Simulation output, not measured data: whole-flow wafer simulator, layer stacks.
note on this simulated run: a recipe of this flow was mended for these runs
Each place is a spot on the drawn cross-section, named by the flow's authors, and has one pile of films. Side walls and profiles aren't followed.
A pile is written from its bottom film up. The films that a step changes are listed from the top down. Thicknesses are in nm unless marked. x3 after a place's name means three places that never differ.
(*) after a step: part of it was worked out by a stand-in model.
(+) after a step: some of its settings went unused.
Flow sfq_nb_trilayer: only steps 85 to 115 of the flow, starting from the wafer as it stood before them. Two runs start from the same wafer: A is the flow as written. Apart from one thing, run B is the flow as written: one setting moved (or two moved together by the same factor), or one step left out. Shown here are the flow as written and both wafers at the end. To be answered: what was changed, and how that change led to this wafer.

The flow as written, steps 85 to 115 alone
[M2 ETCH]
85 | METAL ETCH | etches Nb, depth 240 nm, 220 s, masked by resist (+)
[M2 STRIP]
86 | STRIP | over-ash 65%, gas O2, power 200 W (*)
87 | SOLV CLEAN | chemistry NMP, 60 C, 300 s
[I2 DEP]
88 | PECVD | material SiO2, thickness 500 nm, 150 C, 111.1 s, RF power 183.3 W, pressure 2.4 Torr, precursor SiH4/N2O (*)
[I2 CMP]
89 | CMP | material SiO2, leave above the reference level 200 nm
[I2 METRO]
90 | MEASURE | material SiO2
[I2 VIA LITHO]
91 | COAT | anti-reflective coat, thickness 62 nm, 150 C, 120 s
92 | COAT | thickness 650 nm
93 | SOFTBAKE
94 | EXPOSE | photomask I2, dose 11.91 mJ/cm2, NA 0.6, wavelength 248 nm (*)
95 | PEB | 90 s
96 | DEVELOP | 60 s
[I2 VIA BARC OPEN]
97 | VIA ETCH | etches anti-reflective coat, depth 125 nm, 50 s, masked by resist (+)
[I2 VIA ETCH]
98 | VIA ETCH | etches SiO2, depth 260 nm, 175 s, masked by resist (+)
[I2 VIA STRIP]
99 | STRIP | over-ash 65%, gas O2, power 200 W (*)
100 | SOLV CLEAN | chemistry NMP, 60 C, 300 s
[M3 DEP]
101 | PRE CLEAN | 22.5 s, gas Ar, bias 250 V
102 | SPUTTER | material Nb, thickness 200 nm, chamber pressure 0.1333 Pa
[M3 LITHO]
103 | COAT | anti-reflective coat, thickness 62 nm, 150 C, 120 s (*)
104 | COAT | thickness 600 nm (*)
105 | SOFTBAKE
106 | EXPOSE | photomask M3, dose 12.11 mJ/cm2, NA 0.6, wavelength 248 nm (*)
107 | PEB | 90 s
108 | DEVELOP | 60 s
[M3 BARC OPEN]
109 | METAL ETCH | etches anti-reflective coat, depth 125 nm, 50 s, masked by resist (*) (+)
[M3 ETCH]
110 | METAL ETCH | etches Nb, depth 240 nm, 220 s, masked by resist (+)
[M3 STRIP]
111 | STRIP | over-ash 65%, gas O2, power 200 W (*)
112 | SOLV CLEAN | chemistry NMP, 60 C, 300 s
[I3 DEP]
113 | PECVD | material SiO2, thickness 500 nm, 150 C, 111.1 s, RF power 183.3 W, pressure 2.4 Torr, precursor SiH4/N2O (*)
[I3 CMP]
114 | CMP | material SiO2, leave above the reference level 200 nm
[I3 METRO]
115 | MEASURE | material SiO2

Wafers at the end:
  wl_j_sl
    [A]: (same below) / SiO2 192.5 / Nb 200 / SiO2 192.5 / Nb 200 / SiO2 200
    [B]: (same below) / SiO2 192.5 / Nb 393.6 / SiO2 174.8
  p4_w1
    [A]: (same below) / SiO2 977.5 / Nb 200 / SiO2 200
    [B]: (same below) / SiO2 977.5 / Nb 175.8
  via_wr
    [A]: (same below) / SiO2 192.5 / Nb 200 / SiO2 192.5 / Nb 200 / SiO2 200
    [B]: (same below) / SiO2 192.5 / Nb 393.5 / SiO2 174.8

The reason: step 86, STRIP: over-ash 65%, gas O2, power 200 W (*), was omitted.

Step by step, how the change led to this:
  88 | PECVD | material SiO2, thickness 500 nm, 150 C, 111.1 s, RF power 183.3 W, pressure 2.4 Torr, precursor SiH4/N2O (*)
      via_v: A +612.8 SiO2 (new film) | B +500 SiO2 (new film)
  89 | CMP | material SiO2, leave above the reference level 200 nm
      wl_j_sl, wl_jj, wl_j_sr and 12 more: A -300 SiO2 | B -500 SiO2 (all of it), -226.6 KrF-resist-other-grade
      v_sur: A -300 SiO2 | B -500 SiO2 (all of it), -225.4 KrF-resist-other-grade
      (also at 6 further places)
  98 | VIA ETCH | etches SiO2, depth 260 nm, 175 s, masked by resist (+)
      via_w: A -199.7 SiO2 (all of it), -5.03 Nb | B -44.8 KrF-resist-other-grade
  99 | STRIP | over-ash 65%, gas O2, power 200 W (*)
      wl_j_sl, wl_jj, wl_j_sr and 12 more: A -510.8 KrF-resist-other-grade (all of it), -62 anti-reflective coat (all of it) | B -510.8 KrF-resist-other-grade (all of it), -62 anti-reflective coat (all of it), -138 KrF-resist-other-grade (all of it), -62 anti-reflective coat (all of it)
      v_sur: A -510.8 KrF-resist-other-grade (all of it), -62 anti-reflective coat (all of it) | B -510.8 KrF-resist-other-grade (all of it), -62 anti-reflective coat (all of it), -135.2 KrF-resist-other-grade (all of it), -64.8 anti-reflective coat (all of it)
      (also at 6 further places)
  101 | PRE CLEAN | 22.5 s, gas Ar, bias 250 V
      v_sur, via_wl, via_wr and 18 more: A -7.5 SiO2 | B -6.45 Nb
  102 | SPUTTER | material Nb, thickness 200 nm, chamber pressure 0.1333 Pa
      via_wr, via_sp, wl_j_sl and 14 more: A +200 Nb (new film) | B +200 Nb
      v_sur: A +200 Nb (new film) | B +165.2 Nb
      (also at 4 further places)
  103 | COAT | anti-reflective coat, thickness 62 nm, 150 C, 120 s (*)
      p3_l2, p3_l3, p3_l5: A +62 anti-reflective coat (new film) | B +60.3 anti-reflective coat (new film)
      m0r_line_l x3: A +62 anti-reflective coat (new film) | B +76.2 anti-reflective coat (new film)
      (also at 86 further places)
  104 | COAT | thickness 600 nm (*)
      wl_f_sr, m0r_line_l x3: A +600 KrF-resist-other-grade (new film) | B +554.7 KrF-resist-other-grade (new film)
      m0r_space_l, m6r_space_l x2: A +600 KrF-resist-other-grade (new film) | B +576.2 KrF-resist-other-grade (new film)
      (also at 64 further places)
  107 | PEB | 90 s
      via_v: A -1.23 KrF-resist-other-grade | B -1.79 KrF-resist-other-grade
  108 | DEVELOP | 60 s
      m0r_line_l x3: A -598.7 KrF-resist-other-grade (all of it) | B -553.6 KrF-resist-other-grade (all of it)
      m0r_space_l, m6r_space_l x2: A -598.7 KrF-resist-other-grade (all of it) | B -575 KrF-resist-other-grade (all of it)
      (also at 42 further places)
  109 | METAL ETCH | etches anti-reflective coat, depth 125 nm, 50 s, masked by resist (*) (+)
      m0r_line_l x3: A -62 anti-reflective coat (all of it) | B -76.2 anti-reflective coat (all of it)
      m0r_space_l, m6r_space_l x2: A -62 anti-reflective coat (all of it) | B -44.7 anti-reflective coat (all of it)
      (also at 59 further places)
  111 | STRIP | over-ash 65%, gas O2, power 200 W (*)
      v_sur: A -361 KrF-resist-other-grade (all of it), -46 anti-reflective coat (all of it) | B -384.4 KrF-resist-other-grade (all of it), -189 anti-reflective coat (all of it)
      via_wl: A -381.1 KrF-resist-other-grade (all of it), -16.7 anti-reflective coat (all of it) | B -413 KrF-resist-other-grade (all of it), -111.4 anti-reflective coat (all of it)
      (also at 27 further places)
  113 | PECVD | material SiO2, thickness 500 nm, 150 C, 111.1 s, RF power 183.3 W, pressure 2.4 Torr, precursor SiH4/N2O (*)
      via_w: A +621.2 SiO2 (new film) | B +500 SiO2 (new film)
      via_v: A +500 SiO2 (new film) | B +472.8 SiO2 (new film)
      (also at 1 further place)
  114 | CMP | material SiO2, leave above the reference level 200 nm
      p4_w1, p4_w2, p4_w3 and 6 more: A -300 SiO2 | B -500 SiO2 (all of it), -24.2 Nb
      field_l, be, be_sur and 64 more: A -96 SiO2 | B -320.2 SiO2
      (also at 29 further places)
Taking metal films that touch as one body, wl_j_sl has 3 bodies (between them, from the top down: SiO2 192.5; SiO2 192.5); the flow as written gives 4 bodies (between them, from the top down: SiO2 192.5; SiO2 192.5; SiO2 192.5).
Taking metal films that touch as one body, via_wr has 3 bodies (between them, from the top down: SiO2 192.5; SiO2 192.5); the flow as written gives 4 bodies (between them, from the top down: SiO2 192.5; SiO2 192.5; SiO2 192.5).
